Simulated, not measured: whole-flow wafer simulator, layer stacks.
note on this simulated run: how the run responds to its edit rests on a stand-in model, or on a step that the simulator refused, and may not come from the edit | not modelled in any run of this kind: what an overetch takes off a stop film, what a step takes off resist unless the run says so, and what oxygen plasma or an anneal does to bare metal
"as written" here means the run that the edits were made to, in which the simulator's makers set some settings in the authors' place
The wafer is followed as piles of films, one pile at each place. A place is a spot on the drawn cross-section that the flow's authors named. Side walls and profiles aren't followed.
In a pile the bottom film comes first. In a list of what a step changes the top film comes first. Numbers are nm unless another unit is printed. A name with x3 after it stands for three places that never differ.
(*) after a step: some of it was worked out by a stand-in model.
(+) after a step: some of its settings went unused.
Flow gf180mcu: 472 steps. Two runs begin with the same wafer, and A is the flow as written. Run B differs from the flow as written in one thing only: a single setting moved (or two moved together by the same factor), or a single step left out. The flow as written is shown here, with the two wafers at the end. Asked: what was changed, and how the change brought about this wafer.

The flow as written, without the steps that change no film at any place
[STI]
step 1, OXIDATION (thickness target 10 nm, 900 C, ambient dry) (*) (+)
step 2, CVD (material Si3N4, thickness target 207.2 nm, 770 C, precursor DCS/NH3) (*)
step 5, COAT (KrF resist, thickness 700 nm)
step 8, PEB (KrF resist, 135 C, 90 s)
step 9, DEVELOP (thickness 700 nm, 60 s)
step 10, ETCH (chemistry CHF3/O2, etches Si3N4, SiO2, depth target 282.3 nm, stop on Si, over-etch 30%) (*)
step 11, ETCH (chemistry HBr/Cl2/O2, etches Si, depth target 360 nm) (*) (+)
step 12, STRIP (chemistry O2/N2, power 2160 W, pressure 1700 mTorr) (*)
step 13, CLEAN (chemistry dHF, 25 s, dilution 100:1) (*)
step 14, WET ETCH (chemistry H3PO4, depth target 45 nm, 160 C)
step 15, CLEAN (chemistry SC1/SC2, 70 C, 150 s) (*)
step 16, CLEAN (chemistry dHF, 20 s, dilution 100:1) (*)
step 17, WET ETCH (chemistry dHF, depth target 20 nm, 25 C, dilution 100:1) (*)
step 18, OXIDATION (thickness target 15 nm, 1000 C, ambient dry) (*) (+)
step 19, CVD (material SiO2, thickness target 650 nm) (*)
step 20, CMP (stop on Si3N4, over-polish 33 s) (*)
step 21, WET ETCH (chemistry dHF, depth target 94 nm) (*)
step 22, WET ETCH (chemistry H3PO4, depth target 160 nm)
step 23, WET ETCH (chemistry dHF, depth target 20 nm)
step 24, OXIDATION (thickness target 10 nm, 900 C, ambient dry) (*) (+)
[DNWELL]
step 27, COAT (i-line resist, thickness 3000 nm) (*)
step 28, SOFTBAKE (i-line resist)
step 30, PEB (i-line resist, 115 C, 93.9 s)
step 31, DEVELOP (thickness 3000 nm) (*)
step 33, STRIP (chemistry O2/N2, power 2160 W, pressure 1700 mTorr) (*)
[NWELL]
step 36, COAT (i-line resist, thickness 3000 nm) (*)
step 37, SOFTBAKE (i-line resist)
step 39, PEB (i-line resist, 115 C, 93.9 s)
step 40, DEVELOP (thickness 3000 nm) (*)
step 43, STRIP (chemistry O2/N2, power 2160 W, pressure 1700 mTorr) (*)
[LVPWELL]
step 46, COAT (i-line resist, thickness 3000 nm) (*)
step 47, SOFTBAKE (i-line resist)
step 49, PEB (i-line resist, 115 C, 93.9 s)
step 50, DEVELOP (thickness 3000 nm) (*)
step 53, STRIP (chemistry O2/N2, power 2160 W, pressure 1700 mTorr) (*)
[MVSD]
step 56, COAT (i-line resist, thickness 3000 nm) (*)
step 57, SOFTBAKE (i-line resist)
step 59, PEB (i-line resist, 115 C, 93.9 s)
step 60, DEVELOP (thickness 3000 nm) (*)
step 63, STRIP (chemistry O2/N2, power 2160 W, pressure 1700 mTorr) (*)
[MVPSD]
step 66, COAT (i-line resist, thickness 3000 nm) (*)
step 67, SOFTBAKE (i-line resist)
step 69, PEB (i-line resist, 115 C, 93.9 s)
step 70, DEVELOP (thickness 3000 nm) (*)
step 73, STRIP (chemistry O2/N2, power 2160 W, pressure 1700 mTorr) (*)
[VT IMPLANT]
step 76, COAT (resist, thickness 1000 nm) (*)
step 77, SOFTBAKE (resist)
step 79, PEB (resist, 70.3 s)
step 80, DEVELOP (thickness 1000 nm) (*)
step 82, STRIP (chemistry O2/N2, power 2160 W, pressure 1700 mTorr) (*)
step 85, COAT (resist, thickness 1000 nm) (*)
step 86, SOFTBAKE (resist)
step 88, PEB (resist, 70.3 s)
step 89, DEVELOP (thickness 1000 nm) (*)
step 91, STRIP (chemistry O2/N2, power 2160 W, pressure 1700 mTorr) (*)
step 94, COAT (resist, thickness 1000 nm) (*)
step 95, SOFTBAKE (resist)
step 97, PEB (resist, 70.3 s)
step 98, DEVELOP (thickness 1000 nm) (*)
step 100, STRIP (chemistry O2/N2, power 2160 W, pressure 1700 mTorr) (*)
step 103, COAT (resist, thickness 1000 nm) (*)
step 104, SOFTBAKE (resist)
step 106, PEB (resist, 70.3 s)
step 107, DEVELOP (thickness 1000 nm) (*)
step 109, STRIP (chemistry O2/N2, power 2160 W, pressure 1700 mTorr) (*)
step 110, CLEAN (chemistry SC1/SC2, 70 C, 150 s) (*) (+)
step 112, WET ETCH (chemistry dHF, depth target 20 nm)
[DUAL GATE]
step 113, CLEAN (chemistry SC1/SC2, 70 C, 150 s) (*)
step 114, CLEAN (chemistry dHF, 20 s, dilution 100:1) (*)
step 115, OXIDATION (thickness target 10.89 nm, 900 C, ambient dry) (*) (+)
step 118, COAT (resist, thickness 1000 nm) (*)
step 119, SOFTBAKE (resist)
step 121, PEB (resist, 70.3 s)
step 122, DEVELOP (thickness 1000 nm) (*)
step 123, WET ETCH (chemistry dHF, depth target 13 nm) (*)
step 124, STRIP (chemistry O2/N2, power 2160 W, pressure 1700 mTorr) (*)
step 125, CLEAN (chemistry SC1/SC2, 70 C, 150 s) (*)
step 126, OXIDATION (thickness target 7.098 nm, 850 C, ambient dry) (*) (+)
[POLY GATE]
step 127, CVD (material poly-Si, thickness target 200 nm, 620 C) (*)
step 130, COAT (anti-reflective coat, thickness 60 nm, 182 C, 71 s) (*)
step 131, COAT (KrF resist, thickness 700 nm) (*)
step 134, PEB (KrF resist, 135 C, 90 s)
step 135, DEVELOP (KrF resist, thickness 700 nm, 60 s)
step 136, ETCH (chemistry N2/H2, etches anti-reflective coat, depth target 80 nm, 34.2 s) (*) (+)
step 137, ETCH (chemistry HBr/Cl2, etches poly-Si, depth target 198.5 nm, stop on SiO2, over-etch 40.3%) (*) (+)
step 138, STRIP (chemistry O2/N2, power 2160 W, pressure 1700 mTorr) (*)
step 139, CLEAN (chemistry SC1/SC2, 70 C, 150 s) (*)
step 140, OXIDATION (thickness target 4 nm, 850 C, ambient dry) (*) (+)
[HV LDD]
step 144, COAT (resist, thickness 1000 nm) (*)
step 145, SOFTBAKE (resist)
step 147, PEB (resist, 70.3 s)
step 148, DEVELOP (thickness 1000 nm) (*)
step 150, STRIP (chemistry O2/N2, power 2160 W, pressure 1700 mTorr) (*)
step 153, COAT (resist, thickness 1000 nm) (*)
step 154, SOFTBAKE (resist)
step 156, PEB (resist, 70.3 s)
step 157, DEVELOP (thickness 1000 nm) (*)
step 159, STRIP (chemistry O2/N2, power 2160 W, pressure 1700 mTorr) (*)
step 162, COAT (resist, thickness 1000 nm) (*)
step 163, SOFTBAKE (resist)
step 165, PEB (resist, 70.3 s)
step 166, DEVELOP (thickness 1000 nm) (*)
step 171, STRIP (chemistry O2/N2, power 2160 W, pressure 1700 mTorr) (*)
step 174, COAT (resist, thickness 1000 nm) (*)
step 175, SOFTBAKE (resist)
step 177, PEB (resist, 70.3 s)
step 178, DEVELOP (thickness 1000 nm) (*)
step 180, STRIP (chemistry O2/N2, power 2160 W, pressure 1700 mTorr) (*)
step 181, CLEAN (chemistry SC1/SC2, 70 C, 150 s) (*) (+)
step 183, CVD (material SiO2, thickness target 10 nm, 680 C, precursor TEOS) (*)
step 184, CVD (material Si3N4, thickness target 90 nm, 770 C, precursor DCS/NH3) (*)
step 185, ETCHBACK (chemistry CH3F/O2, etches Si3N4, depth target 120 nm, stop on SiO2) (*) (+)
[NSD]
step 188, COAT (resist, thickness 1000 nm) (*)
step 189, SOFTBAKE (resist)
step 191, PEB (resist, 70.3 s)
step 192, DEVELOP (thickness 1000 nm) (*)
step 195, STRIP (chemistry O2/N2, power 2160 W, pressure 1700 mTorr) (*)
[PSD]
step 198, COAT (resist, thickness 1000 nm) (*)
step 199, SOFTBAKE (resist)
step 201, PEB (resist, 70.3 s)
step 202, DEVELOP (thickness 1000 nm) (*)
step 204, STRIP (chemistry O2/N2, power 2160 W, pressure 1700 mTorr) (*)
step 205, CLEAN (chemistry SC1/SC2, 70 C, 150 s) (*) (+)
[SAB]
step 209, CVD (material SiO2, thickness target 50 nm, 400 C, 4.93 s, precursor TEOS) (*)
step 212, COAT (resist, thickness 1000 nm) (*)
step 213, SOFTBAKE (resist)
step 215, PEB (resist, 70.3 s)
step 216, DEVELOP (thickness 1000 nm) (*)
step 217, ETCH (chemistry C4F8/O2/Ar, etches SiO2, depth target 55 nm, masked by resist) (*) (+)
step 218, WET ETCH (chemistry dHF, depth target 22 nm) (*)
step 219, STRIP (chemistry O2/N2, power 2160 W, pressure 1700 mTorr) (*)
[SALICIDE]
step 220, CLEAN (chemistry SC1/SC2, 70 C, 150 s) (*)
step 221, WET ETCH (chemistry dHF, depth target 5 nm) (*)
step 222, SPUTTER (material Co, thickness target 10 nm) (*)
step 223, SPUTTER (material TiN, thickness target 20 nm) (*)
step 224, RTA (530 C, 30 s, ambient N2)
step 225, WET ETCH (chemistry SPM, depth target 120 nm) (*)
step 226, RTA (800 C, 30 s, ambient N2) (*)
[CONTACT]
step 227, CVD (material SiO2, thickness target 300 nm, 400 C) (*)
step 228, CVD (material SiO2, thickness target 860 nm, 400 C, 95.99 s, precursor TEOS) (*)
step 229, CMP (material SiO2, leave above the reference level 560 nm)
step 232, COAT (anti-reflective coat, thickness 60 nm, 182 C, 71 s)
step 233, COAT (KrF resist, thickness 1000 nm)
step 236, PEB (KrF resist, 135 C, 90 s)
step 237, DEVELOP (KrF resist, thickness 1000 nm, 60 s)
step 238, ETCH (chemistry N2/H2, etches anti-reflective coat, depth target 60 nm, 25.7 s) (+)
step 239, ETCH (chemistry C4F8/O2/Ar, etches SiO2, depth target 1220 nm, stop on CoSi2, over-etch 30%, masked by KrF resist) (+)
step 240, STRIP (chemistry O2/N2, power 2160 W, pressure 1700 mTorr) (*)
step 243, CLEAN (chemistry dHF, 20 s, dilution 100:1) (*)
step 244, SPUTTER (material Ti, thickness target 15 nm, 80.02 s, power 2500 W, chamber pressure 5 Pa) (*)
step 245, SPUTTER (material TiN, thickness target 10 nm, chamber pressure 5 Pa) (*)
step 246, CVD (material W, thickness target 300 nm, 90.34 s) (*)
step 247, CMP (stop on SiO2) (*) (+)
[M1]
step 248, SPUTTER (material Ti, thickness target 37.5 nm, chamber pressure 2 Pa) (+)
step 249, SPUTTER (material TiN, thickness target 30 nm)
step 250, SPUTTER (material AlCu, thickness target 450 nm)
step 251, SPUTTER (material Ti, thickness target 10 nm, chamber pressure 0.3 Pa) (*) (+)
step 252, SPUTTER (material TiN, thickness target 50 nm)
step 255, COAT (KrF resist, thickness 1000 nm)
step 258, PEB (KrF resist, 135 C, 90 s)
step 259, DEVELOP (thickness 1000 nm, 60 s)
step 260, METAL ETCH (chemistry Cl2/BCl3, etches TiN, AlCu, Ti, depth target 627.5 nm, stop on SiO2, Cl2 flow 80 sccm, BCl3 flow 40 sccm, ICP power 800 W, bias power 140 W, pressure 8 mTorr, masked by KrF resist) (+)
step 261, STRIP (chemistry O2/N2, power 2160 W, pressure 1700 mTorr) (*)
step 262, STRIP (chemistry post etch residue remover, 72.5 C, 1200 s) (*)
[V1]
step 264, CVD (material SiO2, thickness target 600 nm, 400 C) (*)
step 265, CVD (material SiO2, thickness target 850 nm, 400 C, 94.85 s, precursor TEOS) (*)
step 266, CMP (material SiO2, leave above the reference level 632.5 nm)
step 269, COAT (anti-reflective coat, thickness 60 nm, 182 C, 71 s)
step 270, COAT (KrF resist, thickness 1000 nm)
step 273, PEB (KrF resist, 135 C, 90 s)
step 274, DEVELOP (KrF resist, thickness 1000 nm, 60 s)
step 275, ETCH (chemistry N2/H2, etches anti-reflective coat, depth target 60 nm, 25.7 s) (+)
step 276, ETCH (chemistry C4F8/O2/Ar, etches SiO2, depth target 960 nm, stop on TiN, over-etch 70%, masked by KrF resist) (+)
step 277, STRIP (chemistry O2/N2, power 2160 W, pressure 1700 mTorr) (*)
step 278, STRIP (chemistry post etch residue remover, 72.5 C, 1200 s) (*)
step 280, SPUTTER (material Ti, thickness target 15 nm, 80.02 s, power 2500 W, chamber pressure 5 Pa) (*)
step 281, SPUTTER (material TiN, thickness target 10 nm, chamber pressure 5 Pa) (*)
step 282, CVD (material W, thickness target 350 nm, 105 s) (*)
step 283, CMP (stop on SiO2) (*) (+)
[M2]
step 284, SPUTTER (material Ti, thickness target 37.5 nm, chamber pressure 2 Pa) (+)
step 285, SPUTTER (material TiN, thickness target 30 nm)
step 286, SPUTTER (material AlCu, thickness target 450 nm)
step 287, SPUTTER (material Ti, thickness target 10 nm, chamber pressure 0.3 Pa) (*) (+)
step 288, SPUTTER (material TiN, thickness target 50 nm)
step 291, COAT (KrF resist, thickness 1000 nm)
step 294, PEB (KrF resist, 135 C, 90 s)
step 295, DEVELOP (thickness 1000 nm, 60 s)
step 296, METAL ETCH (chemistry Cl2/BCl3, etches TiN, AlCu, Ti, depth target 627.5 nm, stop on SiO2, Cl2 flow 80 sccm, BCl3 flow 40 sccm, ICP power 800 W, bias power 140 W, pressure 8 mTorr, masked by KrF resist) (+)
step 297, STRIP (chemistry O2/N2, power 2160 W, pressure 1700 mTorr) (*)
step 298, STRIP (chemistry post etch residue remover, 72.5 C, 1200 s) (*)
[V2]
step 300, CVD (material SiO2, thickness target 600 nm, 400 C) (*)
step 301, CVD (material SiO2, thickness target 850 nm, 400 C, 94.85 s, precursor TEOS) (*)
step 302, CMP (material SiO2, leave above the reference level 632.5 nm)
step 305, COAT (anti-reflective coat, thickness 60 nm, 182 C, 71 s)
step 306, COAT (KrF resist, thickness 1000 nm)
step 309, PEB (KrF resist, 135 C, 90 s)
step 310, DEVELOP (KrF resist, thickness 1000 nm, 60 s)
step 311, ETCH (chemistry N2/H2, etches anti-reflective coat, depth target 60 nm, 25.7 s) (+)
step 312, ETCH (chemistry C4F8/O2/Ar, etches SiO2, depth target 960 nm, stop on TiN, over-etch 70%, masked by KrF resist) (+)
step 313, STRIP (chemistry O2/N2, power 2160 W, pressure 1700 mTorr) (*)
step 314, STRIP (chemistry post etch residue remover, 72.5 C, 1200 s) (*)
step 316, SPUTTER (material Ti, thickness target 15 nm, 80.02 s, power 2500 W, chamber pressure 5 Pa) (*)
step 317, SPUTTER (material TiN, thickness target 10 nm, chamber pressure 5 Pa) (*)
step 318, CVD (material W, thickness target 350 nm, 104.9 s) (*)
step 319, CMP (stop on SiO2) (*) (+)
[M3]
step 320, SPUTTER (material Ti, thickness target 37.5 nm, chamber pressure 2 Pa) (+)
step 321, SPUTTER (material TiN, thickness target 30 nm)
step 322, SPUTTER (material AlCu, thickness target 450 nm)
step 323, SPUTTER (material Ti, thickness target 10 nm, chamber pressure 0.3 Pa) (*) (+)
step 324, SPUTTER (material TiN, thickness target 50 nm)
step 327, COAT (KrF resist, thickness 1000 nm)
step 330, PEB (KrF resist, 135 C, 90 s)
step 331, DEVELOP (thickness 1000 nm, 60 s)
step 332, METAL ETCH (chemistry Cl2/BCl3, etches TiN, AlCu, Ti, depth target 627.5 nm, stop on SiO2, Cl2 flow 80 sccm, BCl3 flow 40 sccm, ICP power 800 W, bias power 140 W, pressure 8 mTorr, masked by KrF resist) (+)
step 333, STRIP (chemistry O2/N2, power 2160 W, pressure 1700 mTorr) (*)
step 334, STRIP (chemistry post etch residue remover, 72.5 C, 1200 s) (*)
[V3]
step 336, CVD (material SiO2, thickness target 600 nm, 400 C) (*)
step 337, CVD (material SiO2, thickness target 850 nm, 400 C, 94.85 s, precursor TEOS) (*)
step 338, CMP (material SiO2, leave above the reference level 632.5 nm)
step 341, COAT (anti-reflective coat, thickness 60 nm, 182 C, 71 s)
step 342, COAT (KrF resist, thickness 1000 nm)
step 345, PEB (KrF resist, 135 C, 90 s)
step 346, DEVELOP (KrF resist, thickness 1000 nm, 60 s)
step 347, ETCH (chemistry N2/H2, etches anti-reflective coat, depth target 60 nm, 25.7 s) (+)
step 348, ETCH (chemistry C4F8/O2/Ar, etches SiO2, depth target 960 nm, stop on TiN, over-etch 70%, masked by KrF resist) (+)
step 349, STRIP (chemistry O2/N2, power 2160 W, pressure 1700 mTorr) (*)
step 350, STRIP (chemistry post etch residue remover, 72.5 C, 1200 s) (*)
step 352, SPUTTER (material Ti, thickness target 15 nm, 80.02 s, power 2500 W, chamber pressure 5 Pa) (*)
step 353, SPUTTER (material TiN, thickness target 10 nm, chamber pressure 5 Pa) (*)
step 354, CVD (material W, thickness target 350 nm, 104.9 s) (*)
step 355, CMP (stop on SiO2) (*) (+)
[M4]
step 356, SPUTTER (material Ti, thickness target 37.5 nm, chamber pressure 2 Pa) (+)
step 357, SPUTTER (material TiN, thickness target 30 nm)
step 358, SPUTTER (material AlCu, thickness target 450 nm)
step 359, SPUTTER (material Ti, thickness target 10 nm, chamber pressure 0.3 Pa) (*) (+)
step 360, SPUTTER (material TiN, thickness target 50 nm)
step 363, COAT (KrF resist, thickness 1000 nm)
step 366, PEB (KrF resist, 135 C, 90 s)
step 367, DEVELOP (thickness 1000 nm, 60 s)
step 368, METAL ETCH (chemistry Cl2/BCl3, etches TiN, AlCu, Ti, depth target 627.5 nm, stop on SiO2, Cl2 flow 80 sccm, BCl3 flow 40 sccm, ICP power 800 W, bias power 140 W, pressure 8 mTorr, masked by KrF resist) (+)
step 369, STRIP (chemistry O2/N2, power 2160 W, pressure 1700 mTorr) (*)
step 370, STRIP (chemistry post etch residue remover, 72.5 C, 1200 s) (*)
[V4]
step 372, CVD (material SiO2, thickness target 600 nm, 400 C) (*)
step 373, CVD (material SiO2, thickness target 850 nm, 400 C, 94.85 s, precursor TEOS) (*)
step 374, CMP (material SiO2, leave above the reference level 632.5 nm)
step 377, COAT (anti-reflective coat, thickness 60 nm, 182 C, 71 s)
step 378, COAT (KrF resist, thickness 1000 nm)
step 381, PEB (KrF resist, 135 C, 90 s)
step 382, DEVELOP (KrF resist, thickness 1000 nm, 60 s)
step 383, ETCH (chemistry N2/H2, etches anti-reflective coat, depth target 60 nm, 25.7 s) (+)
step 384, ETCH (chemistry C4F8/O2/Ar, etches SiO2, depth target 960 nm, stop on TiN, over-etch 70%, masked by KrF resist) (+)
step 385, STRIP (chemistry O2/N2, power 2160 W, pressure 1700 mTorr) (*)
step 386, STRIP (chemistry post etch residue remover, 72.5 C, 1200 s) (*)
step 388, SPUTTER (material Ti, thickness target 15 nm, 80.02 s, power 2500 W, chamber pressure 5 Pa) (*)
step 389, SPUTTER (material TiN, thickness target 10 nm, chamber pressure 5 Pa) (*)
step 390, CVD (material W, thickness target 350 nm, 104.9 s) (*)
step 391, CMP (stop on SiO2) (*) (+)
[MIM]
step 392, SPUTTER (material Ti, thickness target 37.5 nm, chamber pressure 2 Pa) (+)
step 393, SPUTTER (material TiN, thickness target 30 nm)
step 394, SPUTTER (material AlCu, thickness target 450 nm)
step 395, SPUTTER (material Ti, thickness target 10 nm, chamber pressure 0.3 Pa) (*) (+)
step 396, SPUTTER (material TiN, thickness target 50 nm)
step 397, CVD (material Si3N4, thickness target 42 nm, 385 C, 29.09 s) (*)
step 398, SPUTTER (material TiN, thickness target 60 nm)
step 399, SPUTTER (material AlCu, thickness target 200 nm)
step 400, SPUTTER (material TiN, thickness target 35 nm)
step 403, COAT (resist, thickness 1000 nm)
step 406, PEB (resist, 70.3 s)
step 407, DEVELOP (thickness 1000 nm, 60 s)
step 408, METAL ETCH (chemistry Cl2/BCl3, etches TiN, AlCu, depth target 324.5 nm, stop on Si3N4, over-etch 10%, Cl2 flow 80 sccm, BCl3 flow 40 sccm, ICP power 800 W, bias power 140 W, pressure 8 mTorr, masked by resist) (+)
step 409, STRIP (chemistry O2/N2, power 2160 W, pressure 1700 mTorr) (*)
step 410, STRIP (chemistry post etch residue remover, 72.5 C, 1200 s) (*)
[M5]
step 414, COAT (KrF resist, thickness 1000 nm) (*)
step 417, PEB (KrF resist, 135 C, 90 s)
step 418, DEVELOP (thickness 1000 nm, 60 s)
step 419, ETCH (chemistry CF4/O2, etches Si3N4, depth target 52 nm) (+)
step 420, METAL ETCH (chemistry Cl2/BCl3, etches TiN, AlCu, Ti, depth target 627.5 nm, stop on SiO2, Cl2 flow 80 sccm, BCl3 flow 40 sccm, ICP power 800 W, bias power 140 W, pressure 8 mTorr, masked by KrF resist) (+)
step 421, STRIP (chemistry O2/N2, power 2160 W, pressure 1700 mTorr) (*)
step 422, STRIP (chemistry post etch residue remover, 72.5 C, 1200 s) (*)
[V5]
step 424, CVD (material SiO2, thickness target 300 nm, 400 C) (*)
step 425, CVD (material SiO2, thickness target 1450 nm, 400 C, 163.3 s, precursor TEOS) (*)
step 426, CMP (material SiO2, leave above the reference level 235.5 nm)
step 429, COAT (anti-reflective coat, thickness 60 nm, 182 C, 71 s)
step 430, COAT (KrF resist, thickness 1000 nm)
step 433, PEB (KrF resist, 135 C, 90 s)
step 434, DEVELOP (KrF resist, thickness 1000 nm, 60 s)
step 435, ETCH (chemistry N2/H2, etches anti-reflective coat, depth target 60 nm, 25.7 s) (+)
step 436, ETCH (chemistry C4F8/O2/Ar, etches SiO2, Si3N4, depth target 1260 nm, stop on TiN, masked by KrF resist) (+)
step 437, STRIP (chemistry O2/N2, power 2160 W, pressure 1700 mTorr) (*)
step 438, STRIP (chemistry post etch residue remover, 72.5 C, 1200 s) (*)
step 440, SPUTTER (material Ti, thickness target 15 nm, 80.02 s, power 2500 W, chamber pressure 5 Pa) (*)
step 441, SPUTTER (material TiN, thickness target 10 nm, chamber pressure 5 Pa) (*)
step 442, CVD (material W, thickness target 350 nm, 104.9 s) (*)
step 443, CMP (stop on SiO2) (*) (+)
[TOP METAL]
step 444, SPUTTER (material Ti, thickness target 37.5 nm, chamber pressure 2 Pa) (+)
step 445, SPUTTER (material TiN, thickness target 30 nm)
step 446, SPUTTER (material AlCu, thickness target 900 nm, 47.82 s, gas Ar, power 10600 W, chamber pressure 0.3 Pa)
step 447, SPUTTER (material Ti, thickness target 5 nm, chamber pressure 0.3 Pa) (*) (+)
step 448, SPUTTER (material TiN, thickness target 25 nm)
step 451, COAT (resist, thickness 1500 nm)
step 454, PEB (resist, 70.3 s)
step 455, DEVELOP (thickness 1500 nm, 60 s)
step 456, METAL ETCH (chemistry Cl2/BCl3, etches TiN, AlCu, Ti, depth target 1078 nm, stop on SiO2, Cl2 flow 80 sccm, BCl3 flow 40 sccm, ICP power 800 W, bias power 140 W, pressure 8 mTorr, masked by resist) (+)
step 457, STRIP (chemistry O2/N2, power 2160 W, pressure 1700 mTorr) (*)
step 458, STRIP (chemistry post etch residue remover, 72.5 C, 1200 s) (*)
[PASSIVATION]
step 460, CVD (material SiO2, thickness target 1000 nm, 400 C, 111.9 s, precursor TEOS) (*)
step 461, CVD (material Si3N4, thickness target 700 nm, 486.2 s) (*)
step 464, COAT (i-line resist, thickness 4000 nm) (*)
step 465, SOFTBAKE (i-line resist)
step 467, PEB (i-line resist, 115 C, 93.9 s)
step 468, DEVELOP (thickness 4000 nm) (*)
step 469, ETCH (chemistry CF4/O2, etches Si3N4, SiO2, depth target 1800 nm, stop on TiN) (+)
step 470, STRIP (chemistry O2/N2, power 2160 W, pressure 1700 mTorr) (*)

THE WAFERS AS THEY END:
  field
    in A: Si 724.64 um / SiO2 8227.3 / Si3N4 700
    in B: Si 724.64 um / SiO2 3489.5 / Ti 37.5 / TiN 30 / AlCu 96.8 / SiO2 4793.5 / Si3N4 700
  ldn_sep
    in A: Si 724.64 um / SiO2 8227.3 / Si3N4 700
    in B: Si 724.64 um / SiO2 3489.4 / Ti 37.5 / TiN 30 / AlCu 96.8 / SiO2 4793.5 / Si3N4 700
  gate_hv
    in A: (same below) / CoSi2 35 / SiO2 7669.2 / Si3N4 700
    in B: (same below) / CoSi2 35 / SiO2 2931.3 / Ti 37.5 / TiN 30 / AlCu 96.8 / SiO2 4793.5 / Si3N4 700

Cause: step 322, SPUTTER: thickness target 670 nm was run, while the flow as written has thickness target 450 nm.

How this came from the change, step by step:
  step 322, SPUTTER (material AlCu, thickness target 450 nm)
      field, field__w1, field__w2 and 108 more: A +450 AlCu (new film) | B +670 AlCu (new film)
  step 332, METAL ETCH (chemistry Cl2/BCl3, etches TiN, AlCu, Ti, depth target 627.5 nm, stop on SiO2, Cl2 flow 80 sccm, BCl3 flow 40 sccm, ICP power 800 W, bias power 140 W, pressure 8 mTorr, masked by KrF resist) (+)
      field, field__w1, field__w2 and 103 more: A -50 TiN (all of it), -10 Ti (all of it), -450 AlCu (all of it), -30 TiN (all of it), -37.5 Ti (all of it) | B -50 TiN (all of it), -10 Ti (all of it), -567.5 AlCu
  step 334, STRIP (chemistry post etch residue remover, 72.5 C, 1200 s) (*)
      field, field__w1, field__w2 and 103 more: A nothing | B -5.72 AlCu
  step 336, CVD (material SiO2, thickness target 600 nm, 400 C) (*)
      field, field__w1, field__w2 and 103 more: A +600 SiO2 | B +600 SiO2 (new film)
  step 338, CMP (material SiO2, leave above the reference level 632.5 nm)
      field, field__w1, field__w2 and 103 more: A -300 SiO2 | B -244.3 SiO2
Taking metal films that touch as one body, field has 1 body; the flow as written gives 0 bodies.
Taking metal films that touch as one body, ldn_sep has 1 body; the flow as written gives 0 bodies.
Taking metal films that touch as one body, gate_hv has 2 bodies (between them, from the top down: SiO2 2931.3); the flow as written gives 1 body.
